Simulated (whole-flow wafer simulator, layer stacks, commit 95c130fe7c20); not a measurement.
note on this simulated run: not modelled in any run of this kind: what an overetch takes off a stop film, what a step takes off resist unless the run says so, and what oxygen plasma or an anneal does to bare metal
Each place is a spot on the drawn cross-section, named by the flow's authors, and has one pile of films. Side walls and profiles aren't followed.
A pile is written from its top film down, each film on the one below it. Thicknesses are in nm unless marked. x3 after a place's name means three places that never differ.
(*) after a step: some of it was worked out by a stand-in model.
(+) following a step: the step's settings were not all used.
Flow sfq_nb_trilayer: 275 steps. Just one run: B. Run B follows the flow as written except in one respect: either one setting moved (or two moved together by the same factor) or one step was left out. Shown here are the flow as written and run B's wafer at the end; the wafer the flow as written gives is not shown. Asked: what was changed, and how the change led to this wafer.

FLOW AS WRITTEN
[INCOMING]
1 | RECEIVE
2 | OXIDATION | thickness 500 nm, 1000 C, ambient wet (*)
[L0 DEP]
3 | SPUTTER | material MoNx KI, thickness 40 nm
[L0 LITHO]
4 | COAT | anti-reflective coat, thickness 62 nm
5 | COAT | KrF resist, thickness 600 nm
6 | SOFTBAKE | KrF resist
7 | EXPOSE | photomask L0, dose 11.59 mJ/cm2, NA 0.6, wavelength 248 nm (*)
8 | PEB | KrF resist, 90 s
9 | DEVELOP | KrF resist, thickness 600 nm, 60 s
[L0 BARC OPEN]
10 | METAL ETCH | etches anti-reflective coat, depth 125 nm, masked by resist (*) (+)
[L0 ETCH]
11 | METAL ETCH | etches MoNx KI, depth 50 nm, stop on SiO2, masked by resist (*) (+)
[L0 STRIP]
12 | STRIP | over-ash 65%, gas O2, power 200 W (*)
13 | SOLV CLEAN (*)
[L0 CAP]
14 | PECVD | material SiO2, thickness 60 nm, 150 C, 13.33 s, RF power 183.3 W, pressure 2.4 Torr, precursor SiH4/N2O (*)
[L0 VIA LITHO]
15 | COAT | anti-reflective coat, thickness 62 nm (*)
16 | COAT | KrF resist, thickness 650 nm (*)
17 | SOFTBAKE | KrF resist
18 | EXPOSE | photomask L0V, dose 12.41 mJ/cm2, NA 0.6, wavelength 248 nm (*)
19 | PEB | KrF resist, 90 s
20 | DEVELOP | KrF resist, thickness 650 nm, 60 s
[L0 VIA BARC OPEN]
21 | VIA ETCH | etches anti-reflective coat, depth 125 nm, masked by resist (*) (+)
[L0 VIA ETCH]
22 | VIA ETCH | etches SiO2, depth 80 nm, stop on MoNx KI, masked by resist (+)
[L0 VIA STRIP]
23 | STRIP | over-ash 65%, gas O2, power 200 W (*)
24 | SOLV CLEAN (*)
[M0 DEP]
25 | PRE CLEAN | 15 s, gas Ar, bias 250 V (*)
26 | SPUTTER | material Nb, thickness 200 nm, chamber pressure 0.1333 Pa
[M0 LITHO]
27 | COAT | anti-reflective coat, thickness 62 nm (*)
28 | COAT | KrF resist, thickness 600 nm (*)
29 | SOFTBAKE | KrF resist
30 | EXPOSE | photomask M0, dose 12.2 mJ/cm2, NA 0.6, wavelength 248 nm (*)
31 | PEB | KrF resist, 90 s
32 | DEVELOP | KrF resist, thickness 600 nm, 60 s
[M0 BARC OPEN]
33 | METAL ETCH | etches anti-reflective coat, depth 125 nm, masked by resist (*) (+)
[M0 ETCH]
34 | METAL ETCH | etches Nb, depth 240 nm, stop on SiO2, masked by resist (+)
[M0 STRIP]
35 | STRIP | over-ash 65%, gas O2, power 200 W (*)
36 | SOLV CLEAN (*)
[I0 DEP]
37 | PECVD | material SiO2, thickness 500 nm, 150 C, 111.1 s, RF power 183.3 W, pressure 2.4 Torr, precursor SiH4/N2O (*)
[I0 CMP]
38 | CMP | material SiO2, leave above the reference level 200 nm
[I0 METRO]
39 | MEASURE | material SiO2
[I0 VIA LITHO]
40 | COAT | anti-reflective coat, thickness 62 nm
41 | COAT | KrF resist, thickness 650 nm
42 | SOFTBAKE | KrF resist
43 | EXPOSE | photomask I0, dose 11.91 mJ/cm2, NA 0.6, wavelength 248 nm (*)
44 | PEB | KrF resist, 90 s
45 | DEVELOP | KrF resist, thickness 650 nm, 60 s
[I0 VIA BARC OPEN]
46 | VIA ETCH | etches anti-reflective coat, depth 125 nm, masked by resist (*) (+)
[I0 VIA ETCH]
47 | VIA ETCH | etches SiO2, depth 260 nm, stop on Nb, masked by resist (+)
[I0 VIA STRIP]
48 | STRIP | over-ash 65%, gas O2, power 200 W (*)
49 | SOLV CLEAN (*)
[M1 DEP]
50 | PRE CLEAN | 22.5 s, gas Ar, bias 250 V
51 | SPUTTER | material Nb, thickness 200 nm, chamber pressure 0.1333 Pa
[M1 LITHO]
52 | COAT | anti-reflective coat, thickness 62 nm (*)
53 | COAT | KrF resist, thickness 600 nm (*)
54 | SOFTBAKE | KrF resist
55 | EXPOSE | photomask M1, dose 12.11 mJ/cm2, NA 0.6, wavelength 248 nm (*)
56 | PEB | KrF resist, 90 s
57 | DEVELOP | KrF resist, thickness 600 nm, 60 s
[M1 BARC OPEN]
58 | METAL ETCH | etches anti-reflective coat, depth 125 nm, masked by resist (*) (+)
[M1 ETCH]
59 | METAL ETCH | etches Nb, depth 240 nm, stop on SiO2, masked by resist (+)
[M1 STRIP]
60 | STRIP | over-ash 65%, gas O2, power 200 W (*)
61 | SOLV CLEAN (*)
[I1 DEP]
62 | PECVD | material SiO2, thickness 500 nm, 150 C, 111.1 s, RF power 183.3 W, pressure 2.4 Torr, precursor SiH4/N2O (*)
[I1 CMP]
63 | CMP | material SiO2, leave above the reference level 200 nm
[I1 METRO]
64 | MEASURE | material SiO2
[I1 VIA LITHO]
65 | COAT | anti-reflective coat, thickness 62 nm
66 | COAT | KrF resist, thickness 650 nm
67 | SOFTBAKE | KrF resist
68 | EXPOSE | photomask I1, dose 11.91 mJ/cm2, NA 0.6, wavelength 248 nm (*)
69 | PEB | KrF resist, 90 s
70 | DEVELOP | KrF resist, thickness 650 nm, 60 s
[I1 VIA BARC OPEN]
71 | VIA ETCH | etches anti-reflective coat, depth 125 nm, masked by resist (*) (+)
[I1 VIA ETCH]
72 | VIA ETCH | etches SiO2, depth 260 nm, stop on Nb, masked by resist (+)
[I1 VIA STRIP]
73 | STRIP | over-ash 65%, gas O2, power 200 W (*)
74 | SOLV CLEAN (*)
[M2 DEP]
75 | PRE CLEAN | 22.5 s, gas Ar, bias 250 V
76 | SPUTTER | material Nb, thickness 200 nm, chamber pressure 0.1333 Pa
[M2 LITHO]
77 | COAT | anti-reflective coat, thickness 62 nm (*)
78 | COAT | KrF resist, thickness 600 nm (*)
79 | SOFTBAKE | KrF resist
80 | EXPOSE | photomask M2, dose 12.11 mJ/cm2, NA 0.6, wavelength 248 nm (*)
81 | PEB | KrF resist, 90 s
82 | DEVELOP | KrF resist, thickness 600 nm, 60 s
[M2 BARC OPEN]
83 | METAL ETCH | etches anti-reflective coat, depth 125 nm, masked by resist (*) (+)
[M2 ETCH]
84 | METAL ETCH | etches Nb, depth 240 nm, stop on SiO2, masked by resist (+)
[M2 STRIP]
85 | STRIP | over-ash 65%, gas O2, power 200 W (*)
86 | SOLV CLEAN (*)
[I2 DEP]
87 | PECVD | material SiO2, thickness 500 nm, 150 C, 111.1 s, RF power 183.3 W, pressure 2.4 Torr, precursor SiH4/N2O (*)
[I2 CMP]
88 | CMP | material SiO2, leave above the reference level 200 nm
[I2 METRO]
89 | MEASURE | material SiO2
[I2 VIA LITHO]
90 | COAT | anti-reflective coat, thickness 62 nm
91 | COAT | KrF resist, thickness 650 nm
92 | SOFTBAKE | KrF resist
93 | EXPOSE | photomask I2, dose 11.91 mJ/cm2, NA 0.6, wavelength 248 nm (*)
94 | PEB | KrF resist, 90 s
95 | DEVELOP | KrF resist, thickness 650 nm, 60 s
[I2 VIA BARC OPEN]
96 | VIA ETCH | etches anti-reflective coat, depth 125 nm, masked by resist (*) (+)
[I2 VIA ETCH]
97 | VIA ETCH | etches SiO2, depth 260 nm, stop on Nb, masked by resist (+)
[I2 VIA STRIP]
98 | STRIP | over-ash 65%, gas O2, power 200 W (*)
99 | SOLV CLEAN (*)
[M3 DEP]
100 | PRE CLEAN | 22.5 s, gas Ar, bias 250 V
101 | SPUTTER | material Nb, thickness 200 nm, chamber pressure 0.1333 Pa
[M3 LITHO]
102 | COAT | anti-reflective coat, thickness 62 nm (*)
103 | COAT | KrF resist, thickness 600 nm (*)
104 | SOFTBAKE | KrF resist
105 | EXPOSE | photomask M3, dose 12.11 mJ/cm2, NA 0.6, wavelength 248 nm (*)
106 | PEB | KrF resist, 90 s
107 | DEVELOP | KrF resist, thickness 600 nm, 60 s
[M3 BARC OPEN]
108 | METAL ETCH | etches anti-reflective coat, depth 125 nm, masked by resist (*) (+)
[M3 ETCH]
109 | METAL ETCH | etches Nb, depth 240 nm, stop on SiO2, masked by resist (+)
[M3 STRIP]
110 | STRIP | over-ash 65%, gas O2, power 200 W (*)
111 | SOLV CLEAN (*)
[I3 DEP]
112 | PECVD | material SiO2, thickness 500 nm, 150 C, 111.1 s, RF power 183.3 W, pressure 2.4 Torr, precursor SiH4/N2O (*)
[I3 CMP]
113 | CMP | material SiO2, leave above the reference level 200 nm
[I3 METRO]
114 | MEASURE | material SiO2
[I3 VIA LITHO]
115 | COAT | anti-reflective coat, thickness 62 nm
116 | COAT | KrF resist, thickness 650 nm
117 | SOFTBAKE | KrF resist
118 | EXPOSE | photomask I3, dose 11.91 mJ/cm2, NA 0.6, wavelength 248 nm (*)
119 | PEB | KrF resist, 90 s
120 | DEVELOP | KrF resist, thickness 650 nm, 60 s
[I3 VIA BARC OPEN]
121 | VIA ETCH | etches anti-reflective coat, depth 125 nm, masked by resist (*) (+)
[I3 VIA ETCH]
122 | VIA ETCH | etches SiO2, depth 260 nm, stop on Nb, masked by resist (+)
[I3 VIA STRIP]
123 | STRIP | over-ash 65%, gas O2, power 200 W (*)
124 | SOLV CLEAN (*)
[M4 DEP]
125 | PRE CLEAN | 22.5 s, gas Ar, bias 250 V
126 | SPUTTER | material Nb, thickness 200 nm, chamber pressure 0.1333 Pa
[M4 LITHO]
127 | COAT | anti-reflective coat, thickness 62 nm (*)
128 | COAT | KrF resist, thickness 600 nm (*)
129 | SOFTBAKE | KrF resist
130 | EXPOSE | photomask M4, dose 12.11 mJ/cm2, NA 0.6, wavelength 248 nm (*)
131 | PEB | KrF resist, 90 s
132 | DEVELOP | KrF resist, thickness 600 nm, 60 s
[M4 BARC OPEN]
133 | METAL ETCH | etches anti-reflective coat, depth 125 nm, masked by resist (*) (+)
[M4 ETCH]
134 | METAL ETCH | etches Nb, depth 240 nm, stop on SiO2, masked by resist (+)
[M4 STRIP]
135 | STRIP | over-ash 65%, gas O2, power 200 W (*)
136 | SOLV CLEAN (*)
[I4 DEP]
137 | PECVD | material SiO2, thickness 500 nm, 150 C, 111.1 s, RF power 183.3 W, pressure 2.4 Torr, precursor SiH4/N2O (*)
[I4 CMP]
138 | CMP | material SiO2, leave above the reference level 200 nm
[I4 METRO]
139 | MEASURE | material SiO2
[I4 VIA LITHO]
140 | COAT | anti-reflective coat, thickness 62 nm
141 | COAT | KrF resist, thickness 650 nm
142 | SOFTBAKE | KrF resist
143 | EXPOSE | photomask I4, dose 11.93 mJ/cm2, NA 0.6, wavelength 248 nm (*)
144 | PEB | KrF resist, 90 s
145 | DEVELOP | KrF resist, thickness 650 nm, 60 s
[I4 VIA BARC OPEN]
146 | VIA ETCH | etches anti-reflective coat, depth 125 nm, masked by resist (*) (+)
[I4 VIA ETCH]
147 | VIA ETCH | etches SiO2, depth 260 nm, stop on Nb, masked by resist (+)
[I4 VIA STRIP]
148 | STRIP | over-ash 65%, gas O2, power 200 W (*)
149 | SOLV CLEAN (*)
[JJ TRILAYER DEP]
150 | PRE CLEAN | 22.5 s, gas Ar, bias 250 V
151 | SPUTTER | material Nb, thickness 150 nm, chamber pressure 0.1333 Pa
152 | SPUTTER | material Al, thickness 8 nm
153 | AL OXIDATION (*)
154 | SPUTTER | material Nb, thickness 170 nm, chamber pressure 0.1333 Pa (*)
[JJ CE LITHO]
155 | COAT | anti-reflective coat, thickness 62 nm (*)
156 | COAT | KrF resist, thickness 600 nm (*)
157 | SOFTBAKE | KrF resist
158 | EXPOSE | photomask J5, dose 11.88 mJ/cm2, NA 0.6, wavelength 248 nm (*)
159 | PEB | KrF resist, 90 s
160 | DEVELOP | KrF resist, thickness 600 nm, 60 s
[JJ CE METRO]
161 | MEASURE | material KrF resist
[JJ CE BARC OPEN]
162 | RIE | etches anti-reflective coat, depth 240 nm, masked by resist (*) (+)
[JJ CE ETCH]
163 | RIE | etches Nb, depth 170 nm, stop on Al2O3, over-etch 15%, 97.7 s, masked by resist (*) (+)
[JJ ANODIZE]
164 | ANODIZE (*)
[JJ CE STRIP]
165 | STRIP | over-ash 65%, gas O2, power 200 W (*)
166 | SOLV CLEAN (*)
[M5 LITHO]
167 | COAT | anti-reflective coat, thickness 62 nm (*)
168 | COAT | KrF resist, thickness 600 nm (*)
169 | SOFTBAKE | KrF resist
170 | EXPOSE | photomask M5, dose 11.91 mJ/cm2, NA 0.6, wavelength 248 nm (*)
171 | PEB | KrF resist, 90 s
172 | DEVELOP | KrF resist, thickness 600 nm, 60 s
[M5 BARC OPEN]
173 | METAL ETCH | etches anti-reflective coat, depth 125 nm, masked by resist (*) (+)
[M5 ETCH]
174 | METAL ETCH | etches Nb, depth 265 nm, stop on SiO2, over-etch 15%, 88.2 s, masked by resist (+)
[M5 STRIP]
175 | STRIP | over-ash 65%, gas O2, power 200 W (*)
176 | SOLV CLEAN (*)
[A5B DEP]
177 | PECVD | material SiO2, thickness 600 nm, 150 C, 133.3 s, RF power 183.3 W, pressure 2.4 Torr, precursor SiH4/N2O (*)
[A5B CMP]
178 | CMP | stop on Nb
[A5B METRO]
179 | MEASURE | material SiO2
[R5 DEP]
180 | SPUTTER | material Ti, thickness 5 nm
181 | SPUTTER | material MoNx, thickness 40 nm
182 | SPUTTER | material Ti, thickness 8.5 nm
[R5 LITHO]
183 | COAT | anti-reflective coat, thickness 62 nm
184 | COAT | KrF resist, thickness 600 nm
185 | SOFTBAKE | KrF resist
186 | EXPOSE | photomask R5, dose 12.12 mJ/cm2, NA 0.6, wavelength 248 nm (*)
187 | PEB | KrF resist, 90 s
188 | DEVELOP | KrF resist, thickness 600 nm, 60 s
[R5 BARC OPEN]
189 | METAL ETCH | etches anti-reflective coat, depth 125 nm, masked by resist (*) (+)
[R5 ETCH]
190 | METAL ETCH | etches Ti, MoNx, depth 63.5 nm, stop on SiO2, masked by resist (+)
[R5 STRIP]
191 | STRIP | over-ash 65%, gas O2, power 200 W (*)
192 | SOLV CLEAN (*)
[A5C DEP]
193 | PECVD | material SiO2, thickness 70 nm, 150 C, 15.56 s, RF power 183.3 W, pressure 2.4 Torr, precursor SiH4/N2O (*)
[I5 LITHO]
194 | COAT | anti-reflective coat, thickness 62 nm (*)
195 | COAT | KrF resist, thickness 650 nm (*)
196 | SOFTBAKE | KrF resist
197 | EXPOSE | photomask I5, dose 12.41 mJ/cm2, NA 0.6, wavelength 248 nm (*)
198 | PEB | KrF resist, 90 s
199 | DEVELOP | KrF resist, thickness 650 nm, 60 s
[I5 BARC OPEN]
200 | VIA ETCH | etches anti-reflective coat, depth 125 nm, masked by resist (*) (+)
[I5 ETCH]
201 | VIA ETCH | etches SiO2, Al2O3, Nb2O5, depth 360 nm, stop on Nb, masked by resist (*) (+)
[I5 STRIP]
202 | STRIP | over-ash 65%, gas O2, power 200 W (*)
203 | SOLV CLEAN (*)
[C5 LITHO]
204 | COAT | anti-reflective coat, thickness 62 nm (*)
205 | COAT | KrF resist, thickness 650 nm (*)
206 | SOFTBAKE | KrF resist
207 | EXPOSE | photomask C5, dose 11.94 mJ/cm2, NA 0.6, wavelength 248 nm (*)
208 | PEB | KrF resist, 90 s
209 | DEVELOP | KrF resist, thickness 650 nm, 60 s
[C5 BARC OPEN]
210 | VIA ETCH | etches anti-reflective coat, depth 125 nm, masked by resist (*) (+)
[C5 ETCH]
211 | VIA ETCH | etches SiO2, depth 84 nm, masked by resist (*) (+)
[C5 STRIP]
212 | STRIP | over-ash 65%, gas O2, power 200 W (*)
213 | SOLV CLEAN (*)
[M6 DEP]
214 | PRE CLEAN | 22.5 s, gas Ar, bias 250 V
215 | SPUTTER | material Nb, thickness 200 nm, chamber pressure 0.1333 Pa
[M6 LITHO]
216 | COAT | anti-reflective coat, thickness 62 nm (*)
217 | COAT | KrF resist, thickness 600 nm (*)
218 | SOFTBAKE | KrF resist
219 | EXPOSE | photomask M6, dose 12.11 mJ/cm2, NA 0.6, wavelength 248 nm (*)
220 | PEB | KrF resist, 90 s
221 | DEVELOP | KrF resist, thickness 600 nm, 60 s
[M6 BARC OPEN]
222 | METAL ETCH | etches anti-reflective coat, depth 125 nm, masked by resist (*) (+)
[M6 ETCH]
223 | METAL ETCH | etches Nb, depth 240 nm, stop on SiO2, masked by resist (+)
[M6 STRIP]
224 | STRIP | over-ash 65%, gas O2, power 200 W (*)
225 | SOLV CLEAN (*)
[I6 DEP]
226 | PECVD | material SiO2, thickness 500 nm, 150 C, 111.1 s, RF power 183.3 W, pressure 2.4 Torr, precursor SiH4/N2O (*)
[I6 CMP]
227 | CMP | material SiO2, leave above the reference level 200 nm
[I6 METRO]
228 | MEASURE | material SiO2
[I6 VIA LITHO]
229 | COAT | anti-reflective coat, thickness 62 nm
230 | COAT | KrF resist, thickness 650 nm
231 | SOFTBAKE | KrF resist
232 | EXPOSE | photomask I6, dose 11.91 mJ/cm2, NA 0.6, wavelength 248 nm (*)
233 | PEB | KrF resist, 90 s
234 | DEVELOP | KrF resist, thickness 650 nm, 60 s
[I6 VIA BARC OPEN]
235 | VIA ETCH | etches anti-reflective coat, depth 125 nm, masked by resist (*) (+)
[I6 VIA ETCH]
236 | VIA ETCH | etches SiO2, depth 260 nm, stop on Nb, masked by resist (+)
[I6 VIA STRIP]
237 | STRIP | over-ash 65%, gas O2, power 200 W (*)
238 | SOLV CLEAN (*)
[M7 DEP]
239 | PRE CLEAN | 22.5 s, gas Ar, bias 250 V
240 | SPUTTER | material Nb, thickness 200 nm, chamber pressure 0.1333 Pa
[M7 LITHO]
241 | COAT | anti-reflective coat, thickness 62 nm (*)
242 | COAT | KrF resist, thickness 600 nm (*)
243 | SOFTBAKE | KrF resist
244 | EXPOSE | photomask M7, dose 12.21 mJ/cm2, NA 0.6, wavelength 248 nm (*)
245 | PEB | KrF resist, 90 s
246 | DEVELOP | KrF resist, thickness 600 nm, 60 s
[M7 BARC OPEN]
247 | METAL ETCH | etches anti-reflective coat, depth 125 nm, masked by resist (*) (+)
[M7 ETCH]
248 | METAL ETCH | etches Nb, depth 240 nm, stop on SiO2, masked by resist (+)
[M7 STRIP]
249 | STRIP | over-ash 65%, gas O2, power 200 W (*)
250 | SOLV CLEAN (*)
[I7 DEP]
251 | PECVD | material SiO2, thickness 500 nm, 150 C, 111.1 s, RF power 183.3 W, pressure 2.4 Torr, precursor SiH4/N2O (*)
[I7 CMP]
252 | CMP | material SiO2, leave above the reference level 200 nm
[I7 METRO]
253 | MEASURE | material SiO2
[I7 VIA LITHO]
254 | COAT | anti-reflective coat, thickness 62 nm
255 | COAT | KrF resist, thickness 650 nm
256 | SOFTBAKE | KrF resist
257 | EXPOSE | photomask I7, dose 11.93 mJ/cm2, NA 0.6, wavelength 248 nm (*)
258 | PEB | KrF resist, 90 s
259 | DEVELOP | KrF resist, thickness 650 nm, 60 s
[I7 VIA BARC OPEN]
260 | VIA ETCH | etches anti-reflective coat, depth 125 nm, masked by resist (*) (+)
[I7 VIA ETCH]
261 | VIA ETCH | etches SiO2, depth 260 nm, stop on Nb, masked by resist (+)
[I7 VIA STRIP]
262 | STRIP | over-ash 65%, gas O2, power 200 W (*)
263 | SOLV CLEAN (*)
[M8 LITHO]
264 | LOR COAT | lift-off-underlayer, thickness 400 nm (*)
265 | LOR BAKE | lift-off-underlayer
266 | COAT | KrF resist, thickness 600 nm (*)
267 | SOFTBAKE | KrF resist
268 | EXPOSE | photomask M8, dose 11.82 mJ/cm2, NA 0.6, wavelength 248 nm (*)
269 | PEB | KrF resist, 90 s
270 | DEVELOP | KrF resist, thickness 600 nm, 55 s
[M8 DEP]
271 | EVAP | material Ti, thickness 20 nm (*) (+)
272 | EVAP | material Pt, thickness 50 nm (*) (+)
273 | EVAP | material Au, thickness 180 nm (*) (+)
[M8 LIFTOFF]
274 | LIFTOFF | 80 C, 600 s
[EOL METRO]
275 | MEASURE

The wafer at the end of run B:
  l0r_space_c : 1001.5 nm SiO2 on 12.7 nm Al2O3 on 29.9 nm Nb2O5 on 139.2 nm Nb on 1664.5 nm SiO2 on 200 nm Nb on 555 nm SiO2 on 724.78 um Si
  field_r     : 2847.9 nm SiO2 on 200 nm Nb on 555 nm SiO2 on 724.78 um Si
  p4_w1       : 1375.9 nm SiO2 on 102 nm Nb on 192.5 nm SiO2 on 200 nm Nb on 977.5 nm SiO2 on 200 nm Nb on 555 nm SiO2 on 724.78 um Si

What caused this: step 126, SPUTTER: thickness 102 nm was run, whereas the flow has thickness 200 nm.
The wafer itself shows it: p4_w1 has Nb 102, and step 126 as written asks for 200 nm.

The path from the change to this, step by step:
  126 | SPUTTER | material Nb, thickness 200 nm, chamber pressure 0.1333 Pa
      field_l, v_sur, via_wl and 102 more: Nb gains 102 (new film) (as written it would have been: Nb gains 200 (new film))
      via_v: Nb gains 84.1 (as written it would have been: Nb gains 165.5)
  127 | COAT | anti-reflective coat, thickness 62 nm (*)
      via_v: anti-reflective coat gains 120 (new film) (as written it would have been: anti-reflective coat gains 124.8 (new film))
  134 | METAL ETCH | etches Nb, depth 240 nm, stop on SiO2, masked by resist (+)
      field_l, be, be_sur and 64 more: Nb loses 102 (all of it) (as written it would have been: Nb loses 200 (all of it))
      v_sur, via_wl, via_w and 36 more: KrF resist loses 90 (as written it would have been: KrF resist loses 141.2)
  135 | STRIP | over-ash 65%, gas O2, power 200 W (*)
      p4_fl, p4_fm, p4_w1 and 26 more: KrF resist loses 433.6 (all of it), anti-reflective coat loses 62 (all of it) (as written it would have been: KrF resist loses 382.4 (all of it), anti-reflective coat loses 62 (all of it))
      ln_m5, lsp_m, ln_m6: KrF resist loses 433.1 (all of it), anti-reflective coat loses 61.8 (all of it) (as written it would have been: KrF resist loses 381.9 (all of it), anti-reflective coat loses 61.8 (all of it))
      (and at 7 other places as well)
  137 | PECVD | material SiO2, thickness 500 nm, 150 C, 111.1 s, RF power 183.3 W, pressure 2.4 Torr, precursor SiH4/N2O (*)
      p3_s0, p3_s1, p3_s2, p3_s3, p3_s4, p3_s5: SiO2 gains 500 (as written it would have been: SiO2 gains 557.1)
      via_v: SiO2 gains 587.8 (new film) (as written it would have been: SiO2 gains 615 (new film))
  138 | CMP | material SiO2, leave above the reference level 200 nm
      field_l, be, be_sur and 55 more: SiO2 loses 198 (as written it would have been: SiO2 loses 100)
      p3_s0, p3_s1, p3_s2, p3_s3, p3_s4, p3_s5: SiO2 loses 198 (as written it would have been: SiO2 loses 157.1)
      (and at 4 other places as well)
